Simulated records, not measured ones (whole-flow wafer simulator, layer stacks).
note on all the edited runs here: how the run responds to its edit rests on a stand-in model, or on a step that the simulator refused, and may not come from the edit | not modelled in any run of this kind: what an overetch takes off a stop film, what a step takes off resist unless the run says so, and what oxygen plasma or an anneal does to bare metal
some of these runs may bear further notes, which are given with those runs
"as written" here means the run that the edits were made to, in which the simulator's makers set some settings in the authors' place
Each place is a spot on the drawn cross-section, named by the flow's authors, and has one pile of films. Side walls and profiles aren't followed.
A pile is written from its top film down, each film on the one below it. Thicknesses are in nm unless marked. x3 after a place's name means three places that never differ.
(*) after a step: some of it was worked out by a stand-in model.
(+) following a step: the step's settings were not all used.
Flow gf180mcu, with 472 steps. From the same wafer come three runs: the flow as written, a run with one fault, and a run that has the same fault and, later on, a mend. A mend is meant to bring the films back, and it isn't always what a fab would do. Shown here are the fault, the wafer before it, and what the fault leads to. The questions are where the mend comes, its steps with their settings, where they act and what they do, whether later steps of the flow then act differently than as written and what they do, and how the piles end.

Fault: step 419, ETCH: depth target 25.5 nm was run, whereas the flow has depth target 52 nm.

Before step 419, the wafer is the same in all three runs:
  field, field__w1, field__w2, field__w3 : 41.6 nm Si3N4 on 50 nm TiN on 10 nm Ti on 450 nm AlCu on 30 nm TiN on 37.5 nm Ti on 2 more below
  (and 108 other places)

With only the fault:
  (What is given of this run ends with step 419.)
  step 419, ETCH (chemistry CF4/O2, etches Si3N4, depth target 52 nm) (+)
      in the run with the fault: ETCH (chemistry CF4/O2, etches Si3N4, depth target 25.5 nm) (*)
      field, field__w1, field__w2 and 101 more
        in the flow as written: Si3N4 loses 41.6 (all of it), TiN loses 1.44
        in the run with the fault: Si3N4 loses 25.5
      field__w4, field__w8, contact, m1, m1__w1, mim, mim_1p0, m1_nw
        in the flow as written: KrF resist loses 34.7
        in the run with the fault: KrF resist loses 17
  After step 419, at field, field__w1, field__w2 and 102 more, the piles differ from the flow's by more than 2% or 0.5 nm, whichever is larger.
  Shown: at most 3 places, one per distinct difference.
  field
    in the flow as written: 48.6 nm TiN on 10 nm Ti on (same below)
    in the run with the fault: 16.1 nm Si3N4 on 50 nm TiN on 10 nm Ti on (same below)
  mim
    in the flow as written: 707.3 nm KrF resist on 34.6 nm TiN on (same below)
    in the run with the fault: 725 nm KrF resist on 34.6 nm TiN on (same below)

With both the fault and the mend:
  After step 419 comes the mend.
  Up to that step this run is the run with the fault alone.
  step 419a, ETCH (chemistry CF4/O2, etches Si3N4, depth target 26.5 nm) (*) (+) (the flow's step 419 again, with other settings)
      field, field__w1, field__w2 and 101 more
        Si3N4 loses 16.1 (all of it), TiN loses 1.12
      field__w4, field__w8, contact, m1, m1__w1, mim, mim_1p0, m1_nw
        KrF resist loses 16.1
  Every later step of the flow that is run acts as written, at every place that is followed, to within 2% or 0.5 nm, whichever is larger.
  The piles end the same as the flow's at every place that both follow.
